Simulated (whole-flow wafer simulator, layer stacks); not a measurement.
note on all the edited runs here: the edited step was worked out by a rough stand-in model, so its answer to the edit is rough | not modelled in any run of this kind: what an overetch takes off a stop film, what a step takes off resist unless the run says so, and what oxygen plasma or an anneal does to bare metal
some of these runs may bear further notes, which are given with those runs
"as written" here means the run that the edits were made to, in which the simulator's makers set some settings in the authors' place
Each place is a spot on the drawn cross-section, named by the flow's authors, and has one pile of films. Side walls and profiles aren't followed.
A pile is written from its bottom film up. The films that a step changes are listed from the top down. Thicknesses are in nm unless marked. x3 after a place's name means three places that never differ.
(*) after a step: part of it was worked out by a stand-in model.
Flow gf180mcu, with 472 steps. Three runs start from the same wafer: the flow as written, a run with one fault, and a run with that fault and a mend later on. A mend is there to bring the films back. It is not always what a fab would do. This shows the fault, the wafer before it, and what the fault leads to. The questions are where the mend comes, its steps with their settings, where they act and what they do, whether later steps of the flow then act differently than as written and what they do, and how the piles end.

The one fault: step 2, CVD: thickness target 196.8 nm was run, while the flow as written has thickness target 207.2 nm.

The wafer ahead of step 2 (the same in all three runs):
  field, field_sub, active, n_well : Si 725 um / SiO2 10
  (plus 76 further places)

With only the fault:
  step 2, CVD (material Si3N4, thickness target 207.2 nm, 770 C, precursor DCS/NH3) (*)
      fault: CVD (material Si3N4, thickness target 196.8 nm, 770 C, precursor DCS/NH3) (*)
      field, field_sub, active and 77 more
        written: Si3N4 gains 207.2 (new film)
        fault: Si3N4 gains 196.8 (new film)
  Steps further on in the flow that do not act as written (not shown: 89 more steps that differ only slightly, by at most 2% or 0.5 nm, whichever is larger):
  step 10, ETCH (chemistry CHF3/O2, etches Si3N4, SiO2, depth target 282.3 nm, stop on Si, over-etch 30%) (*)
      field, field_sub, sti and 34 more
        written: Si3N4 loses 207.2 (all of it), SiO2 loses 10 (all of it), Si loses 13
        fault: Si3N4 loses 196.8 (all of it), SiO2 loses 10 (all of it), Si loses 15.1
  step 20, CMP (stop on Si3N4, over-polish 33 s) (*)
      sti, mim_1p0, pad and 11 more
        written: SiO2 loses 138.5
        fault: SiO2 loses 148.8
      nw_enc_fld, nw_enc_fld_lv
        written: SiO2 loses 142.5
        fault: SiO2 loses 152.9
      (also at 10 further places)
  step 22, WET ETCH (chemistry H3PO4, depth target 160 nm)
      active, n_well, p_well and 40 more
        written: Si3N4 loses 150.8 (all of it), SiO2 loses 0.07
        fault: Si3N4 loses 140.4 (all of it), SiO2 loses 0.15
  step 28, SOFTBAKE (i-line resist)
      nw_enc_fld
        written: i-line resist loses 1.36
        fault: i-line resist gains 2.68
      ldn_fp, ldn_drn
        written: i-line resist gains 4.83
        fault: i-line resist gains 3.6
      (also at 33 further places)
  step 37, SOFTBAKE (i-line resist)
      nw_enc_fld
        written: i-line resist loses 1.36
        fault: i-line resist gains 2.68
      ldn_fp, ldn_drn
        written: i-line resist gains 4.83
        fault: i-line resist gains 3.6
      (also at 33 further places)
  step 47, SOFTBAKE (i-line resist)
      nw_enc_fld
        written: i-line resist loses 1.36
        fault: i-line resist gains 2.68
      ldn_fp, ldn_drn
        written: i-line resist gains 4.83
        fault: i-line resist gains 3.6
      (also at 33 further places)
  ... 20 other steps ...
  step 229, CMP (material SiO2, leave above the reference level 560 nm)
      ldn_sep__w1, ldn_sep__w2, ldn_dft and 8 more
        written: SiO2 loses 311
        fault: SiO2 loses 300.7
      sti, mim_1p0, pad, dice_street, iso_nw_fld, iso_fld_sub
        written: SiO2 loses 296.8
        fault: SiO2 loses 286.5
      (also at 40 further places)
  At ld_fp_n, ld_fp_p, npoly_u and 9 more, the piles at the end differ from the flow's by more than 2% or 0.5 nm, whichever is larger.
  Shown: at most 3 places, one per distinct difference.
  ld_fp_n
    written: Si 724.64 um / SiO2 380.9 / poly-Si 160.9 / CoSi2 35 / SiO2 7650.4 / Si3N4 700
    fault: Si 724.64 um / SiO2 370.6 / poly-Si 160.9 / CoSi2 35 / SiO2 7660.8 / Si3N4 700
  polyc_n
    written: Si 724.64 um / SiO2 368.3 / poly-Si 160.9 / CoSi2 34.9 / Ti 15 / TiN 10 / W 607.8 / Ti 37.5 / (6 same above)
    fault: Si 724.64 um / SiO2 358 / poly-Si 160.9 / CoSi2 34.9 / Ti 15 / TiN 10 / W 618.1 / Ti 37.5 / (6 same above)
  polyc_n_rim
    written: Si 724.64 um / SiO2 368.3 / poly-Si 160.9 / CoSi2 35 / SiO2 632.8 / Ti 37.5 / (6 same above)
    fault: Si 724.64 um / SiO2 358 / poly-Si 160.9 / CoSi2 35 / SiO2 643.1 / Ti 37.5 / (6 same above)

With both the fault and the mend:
  After step 2 comes the mend.
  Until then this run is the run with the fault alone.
  step 2a, CVD (material Si3N4, thickness target 10.36 nm, 770 C, precursor DCS/NH3) (*) (a further turn of the flow's step 2, with different settings)
      field, field_sub, active and 77 more
        Si3N4 gains 10.4
  Later steps of the flow that are run all act as written at every place that is followed.
  By the end, the piles equal the flow's at every place that both follow.
